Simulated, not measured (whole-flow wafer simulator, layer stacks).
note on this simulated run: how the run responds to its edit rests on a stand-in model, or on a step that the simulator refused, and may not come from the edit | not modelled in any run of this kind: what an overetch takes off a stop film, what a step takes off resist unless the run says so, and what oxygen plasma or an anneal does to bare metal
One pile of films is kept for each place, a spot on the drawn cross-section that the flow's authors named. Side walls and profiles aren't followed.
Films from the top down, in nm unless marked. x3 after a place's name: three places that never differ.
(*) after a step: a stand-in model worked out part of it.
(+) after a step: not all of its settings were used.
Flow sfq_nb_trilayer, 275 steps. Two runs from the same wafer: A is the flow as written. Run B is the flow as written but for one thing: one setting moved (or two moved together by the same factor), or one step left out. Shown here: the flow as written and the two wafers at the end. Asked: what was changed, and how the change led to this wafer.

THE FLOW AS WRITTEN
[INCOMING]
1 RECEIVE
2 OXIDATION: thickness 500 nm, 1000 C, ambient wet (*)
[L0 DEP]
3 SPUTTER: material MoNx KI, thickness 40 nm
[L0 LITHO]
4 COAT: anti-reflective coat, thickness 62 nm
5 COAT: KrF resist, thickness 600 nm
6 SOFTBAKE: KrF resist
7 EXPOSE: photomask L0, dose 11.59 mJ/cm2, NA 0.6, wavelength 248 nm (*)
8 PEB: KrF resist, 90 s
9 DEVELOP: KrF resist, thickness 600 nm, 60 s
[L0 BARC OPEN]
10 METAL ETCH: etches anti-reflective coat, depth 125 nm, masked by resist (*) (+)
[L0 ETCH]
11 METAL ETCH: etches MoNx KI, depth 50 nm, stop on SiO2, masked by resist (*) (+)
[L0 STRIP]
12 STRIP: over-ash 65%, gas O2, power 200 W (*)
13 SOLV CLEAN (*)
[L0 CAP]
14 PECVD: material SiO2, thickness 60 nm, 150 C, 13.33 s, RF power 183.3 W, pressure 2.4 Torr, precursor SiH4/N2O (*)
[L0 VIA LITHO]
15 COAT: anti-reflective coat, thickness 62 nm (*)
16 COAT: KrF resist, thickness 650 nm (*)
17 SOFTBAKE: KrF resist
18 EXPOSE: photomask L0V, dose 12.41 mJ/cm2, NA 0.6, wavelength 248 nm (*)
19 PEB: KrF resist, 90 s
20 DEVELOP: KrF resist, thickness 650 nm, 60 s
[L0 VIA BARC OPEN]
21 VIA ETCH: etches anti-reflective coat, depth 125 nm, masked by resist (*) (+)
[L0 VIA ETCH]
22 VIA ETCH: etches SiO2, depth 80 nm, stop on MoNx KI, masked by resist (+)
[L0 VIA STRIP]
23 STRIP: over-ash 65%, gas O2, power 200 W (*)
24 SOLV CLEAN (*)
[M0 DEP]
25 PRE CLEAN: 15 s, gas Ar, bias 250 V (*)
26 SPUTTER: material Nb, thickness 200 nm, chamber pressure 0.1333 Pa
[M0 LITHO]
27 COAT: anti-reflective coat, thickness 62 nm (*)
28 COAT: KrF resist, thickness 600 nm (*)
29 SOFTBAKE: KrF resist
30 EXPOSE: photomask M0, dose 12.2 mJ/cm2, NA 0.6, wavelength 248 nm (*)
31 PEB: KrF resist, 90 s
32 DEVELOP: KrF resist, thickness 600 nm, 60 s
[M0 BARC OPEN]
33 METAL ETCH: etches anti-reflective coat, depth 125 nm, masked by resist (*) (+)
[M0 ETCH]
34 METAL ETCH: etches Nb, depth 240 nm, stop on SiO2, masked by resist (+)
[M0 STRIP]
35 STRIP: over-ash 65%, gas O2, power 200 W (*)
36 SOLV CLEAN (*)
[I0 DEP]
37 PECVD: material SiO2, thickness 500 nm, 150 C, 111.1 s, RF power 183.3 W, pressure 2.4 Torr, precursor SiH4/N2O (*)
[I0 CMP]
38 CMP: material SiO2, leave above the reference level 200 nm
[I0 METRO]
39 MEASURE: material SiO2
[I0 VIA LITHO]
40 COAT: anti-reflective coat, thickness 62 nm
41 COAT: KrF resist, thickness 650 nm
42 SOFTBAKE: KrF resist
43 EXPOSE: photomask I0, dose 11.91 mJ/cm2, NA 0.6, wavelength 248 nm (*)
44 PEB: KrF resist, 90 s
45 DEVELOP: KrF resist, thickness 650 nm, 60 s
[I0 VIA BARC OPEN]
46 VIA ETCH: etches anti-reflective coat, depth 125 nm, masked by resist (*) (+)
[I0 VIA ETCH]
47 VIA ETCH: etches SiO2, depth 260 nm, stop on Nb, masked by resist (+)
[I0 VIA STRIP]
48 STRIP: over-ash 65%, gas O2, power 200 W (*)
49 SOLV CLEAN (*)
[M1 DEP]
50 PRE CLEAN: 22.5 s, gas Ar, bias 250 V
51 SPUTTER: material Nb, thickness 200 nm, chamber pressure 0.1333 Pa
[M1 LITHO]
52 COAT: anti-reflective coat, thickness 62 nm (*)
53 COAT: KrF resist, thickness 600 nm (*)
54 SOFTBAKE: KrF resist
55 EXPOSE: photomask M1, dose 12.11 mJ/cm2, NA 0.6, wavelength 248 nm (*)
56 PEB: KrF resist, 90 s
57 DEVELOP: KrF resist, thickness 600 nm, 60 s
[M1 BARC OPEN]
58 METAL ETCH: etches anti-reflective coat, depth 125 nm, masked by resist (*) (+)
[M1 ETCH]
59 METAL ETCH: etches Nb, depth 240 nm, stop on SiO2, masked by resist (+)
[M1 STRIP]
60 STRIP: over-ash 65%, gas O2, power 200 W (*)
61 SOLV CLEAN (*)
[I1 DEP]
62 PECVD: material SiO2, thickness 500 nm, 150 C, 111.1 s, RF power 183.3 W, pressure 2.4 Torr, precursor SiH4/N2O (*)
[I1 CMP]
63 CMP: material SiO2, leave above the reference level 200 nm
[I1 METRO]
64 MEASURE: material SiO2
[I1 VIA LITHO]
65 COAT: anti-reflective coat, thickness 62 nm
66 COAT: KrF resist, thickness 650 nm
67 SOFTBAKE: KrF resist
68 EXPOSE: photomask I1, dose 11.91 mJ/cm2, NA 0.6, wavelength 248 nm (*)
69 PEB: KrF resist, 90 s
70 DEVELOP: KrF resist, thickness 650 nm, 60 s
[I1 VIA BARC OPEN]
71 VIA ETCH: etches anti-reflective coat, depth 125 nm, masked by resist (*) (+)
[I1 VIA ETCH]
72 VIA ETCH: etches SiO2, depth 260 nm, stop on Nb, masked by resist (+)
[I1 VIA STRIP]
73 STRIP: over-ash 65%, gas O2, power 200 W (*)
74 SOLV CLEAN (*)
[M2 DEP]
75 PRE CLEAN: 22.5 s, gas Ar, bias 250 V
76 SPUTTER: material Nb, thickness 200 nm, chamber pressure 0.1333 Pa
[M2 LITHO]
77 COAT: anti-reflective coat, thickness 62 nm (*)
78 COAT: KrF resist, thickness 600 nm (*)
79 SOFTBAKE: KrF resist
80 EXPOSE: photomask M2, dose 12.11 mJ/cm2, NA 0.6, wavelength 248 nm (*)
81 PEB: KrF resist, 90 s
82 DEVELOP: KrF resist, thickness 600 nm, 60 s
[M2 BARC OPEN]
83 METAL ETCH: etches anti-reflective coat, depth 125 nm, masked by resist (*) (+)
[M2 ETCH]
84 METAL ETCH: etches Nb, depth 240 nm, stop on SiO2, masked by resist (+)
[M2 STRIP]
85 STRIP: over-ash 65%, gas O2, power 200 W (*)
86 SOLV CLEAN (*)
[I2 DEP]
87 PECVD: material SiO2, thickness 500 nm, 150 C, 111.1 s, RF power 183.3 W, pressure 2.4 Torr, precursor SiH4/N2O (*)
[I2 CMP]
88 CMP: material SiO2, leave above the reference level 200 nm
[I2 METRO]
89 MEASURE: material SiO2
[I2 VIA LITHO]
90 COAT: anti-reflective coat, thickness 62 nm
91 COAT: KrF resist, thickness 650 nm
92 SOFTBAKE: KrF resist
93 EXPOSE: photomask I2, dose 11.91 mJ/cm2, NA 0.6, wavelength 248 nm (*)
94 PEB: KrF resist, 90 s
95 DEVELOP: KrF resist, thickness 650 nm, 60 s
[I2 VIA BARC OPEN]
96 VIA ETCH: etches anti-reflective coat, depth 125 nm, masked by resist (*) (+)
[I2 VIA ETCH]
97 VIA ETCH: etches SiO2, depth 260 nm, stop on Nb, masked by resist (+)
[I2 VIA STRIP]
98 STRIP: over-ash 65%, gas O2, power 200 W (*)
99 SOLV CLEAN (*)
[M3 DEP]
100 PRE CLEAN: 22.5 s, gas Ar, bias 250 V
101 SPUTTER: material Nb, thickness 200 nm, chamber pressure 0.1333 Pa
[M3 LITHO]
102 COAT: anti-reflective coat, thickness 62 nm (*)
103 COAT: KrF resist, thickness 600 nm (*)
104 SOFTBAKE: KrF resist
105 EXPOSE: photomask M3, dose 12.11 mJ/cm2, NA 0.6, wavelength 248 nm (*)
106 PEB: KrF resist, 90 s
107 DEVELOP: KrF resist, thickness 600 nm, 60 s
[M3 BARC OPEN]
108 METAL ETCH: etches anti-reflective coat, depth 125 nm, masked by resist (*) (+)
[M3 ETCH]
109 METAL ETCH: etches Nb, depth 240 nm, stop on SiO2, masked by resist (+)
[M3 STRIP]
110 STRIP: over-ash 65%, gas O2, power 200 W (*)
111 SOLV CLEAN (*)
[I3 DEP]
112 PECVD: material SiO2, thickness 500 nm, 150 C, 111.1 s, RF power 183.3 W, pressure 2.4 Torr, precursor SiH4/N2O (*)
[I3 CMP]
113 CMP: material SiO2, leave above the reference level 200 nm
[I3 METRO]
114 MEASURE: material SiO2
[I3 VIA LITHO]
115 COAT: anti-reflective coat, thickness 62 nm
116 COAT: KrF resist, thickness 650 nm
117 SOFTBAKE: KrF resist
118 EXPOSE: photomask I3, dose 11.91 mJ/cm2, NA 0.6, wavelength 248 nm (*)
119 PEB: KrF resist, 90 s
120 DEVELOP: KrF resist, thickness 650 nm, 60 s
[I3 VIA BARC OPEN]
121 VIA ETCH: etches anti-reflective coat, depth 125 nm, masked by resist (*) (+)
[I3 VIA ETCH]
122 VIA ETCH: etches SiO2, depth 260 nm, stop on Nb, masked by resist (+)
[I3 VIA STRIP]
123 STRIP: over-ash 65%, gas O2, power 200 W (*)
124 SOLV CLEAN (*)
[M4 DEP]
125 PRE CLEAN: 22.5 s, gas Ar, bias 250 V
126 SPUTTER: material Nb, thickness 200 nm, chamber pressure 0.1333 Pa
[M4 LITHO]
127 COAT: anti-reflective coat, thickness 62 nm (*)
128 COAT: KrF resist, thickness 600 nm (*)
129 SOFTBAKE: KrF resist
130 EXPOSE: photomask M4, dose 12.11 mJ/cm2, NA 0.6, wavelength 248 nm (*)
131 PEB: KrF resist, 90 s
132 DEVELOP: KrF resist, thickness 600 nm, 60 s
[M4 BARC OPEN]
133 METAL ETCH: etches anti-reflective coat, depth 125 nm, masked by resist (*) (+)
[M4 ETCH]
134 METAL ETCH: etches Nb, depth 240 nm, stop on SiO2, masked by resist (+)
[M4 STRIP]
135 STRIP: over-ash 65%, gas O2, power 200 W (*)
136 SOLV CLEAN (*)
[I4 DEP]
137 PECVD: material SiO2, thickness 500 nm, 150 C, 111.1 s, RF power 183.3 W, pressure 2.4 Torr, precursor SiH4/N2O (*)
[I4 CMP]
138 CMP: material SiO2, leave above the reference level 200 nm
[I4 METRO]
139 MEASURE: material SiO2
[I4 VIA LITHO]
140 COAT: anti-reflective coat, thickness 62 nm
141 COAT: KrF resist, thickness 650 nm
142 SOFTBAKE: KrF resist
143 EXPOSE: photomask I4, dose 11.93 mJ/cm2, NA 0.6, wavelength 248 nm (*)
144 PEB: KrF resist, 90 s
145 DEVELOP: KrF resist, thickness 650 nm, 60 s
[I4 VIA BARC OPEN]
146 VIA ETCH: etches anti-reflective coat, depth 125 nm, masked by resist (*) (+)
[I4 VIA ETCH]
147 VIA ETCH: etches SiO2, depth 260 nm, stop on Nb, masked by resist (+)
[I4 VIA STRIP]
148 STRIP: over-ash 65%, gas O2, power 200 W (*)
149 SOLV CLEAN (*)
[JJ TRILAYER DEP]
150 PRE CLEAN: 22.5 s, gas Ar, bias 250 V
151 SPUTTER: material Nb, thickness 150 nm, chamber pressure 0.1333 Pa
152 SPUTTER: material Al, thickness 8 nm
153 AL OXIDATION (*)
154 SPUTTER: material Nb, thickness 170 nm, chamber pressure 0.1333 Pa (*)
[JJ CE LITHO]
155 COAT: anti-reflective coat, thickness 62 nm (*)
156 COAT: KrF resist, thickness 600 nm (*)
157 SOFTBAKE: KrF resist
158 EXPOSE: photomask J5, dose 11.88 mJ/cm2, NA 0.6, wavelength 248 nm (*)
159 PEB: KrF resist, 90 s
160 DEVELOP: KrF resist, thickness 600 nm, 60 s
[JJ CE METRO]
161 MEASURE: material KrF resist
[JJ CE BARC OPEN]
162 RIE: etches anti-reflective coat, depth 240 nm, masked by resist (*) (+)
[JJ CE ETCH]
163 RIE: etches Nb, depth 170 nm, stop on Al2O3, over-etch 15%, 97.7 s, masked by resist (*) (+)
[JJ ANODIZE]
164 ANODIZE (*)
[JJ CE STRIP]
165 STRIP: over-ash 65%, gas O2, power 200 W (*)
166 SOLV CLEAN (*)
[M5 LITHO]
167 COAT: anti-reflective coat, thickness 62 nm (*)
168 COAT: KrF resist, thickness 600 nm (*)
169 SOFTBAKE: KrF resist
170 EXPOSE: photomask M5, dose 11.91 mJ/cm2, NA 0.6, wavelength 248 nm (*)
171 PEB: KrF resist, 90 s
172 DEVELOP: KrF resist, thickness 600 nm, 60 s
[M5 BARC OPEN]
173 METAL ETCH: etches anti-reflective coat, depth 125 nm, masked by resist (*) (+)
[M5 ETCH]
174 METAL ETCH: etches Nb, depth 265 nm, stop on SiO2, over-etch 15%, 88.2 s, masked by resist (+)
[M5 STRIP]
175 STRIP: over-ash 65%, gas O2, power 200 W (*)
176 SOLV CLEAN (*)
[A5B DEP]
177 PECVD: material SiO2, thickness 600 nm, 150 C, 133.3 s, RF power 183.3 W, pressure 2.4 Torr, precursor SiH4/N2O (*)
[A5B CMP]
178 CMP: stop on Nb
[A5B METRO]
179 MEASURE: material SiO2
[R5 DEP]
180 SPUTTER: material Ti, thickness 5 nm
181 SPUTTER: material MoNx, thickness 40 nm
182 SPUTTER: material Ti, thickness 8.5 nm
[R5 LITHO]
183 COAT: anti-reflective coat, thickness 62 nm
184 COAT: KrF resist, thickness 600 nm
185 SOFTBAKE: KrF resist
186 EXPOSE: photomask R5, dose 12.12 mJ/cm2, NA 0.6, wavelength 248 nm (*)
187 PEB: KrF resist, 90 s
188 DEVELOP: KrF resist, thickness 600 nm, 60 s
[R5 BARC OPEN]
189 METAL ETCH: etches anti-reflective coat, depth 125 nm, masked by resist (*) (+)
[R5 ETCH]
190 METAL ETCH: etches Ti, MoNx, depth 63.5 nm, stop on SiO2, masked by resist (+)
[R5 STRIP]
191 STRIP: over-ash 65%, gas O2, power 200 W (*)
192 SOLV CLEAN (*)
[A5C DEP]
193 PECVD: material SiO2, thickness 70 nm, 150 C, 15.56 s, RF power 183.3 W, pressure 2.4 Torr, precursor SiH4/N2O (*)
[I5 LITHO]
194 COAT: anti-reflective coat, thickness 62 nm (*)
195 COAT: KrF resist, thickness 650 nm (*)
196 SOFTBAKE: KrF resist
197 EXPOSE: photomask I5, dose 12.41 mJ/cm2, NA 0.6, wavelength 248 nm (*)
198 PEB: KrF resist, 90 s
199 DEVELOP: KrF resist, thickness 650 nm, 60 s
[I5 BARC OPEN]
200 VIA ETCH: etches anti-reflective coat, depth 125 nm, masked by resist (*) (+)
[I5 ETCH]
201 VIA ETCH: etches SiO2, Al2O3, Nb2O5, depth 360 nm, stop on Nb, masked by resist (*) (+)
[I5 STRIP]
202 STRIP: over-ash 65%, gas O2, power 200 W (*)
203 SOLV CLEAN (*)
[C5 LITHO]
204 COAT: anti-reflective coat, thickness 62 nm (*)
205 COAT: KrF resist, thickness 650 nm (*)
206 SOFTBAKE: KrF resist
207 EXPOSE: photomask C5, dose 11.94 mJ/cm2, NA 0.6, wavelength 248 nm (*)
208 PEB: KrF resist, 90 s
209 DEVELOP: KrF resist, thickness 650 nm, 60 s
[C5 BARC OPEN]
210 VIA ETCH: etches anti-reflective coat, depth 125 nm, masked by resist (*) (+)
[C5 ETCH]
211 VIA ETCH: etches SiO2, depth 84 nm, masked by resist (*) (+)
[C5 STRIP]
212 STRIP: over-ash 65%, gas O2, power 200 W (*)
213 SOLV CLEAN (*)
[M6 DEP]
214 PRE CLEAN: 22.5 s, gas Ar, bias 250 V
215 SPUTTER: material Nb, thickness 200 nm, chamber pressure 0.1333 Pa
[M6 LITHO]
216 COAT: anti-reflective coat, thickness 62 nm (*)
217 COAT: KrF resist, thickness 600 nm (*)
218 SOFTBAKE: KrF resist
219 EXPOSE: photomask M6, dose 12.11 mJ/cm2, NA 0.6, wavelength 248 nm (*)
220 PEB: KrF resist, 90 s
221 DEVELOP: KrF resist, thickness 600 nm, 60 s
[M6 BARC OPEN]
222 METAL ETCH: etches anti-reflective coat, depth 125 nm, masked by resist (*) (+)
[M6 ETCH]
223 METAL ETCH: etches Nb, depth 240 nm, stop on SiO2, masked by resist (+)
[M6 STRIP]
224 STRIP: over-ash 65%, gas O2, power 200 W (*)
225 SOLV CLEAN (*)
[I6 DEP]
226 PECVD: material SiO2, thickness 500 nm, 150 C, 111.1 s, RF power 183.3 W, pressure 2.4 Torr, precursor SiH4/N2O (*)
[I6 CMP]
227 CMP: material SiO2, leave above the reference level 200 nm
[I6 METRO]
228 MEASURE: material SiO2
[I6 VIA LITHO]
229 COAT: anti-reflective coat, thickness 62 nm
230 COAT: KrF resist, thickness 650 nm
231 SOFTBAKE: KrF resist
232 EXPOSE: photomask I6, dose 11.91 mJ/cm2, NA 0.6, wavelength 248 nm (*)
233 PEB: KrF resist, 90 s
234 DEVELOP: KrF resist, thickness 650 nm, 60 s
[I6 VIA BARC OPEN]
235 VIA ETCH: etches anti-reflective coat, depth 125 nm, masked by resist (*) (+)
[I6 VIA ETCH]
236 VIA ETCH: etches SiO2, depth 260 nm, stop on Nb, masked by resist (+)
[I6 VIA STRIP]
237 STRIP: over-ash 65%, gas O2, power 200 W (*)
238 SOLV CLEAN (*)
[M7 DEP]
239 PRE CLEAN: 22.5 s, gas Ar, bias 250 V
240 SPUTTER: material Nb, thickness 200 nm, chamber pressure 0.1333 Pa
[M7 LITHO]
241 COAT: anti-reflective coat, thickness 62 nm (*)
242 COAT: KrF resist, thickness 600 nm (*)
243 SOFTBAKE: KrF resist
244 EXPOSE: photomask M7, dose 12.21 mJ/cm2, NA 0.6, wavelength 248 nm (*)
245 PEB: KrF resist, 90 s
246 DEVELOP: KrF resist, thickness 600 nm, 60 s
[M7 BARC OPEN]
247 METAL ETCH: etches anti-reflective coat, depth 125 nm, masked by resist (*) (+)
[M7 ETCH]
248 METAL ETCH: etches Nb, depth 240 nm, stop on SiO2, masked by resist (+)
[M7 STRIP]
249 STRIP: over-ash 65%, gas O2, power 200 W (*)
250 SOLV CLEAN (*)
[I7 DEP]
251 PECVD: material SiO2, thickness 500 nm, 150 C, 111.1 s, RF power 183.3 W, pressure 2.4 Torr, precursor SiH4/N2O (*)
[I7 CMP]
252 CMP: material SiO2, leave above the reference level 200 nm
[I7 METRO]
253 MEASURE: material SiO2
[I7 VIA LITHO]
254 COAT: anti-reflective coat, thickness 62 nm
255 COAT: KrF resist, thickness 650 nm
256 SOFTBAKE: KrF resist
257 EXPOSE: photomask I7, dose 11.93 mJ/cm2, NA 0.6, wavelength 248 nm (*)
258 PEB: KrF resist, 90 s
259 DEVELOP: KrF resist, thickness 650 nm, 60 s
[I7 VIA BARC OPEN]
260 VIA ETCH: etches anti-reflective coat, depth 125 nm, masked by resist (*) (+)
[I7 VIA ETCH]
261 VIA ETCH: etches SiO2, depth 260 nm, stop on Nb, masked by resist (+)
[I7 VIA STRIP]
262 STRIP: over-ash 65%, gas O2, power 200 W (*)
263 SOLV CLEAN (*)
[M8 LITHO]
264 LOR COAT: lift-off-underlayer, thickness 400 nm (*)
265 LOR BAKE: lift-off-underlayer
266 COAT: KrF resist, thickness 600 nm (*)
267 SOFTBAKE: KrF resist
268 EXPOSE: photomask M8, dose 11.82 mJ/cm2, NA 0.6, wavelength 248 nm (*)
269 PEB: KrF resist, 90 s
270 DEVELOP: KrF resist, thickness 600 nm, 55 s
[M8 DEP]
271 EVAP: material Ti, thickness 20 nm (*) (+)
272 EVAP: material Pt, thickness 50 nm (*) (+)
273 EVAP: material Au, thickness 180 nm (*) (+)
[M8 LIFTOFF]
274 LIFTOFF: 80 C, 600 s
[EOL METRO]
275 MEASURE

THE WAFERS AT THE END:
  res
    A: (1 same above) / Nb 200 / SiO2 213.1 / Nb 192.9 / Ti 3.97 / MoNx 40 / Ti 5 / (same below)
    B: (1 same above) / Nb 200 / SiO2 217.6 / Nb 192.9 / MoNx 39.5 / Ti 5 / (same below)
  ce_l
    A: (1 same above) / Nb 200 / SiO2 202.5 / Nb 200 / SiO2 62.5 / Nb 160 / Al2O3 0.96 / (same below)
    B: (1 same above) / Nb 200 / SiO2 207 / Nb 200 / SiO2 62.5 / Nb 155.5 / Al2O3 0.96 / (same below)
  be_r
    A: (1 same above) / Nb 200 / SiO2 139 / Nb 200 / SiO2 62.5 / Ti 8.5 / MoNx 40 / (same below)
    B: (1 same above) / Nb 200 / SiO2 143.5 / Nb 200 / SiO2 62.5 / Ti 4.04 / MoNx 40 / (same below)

The cause: step 182, SPUTTER: thickness 4.04 nm was run, where the flow has thickness 8.5 nm.
It can be read off the wafer: be_r has Ti 4.04, and step 182 as written asks for 8.5 nm.

How the change led to this, step by step:
  182 SPUTTER: material Ti, thickness 8.5 nm
      field_l, v_sur, via_wl and 103 more: A Ti +8.5 (new film) | B Ti +4.04 (new film)
  190 METAL ETCH: etches Ti, MoNx, depth 63.5 nm, stop on SiO2, masked by resist (+)
      field_l, v_sur, via_wl and 92 more: A Ti -8.5 (all of it), MoNx -40 (all of it), Ti -5 (all of it) | B Ti -4.04 (all of it), MoNx -40 (all of it), Ti -5 (all of it)
      ce_l, c5j, ce_r, wl_jj: A Ti -8.5 (all of it), MoNx -40 (all of it), Ti -5 (all of it), Nb -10 | B Ti -4.04 (all of it), MoNx -40 (all of it), Ti -5 (all of it), Nb -14.5
  194 COAT: anti-reflective coat, thickness 62 nm (*)
      r5r_spacepad_l, r5r_spacepad_r: A anti-reflective coat +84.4 (new film) | B anti-reflective coat +82.5 (new film)
      ce_l: A anti-reflective coat +67.2 (new film) | B anti-reflective coat +69.2 (new film)
      (and at 2 more places)
  202 STRIP: over-ash 65%, gas O2, power 200 W (*)
      r5r_spacepad_l, r5r_spacepad_r: A KrF resist -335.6 (all of it), anti-reflective coat -84.4 (all of it) | B KrF resist -335.5 (all of it), anti-reflective coat -82.5 (all of it)
      ce_l: A KrF resist -341.5 (all of it), anti-reflective coat -67.2 (all of it) | B KrF resist -342.7 (all of it), anti-reflective coat -69.2 (all of it)
      (and at 2 more places)
  204 COAT: anti-reflective coat, thickness 62 nm (*)
      r5r_spacepad_l, r5r_spacepad_r: A anti-reflective coat +84.4 (new film) | B anti-reflective coat +82.5 (new film)
      ce_l: A anti-reflective coat +66 (new film) | B anti-reflective coat +68 (new film)
      (and at 2 more places)
  212 STRIP: over-ash 65%, gas O2, power 200 W (*)
      r5r_spacepad_l, r5r_spacepad_r: A KrF resist -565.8 (all of it), anti-reflective coat -84.4 (all of it) | B KrF resist -565.2 (all of it), anti-reflective coat -82.5 (all of it)
      ce_l: A KrF resist -567.4 (all of it), anti-reflective coat -66 (all of it) | B KrF resist -568.3 (all of it), anti-reflective coat -68 (all of it)
      (and at 2 more places)
  214 PRE CLEAN: 22.5 s, gas Ar, bias 250 V
      res: A Ti -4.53 | B Ti -4.04 (all of it), MoNx -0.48
  216 COAT: anti-reflective coat, thickness 62 nm (*)
      r5r_spacepad_l, r5r_spacepad_r: A anti-reflective coat +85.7 (new film) | B anti-reflective coat +83.5 (new film)
      ce_l: A anti-reflective coat +48 (new film) | B anti-reflective coat +49.4 (new film)
      (and at 2 more places)
  222 METAL ETCH: etches anti-reflective coat, depth 125 nm, masked by resist (*) (+)
      r5r_spacepad_l, r5r_spacepad_r: A anti-reflective coat -85.7 (all of it) | B anti-reflective coat -83.5 (all of it)
  224 STRIP: over-ash 65%, gas O2, power 200 W (*)
      ce_l: A KrF resist -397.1 (all of it), anti-reflective coat -48 (all of it) | B KrF resist -398.7 (all of it), anti-reflective coat -49.4 (all of it)
      ce_r: A KrF resist -403.5 (all of it), anti-reflective coat -48.8 (all of it) | B KrF resist -404.7 (all of it), anti-reflective coat -50.1 (all of it)
      (and at 1 more place)
  227 CMP: material SiO2, leave above the reference level 200 nm
      r5r_line_l, r5r_line_c, r5r_line_r: A SiO2 -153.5 | B SiO2 -149
      r5r_spacepad_l, r5r_spacepad_r: A SiO2 -153.5 | B SiO2 -146.5
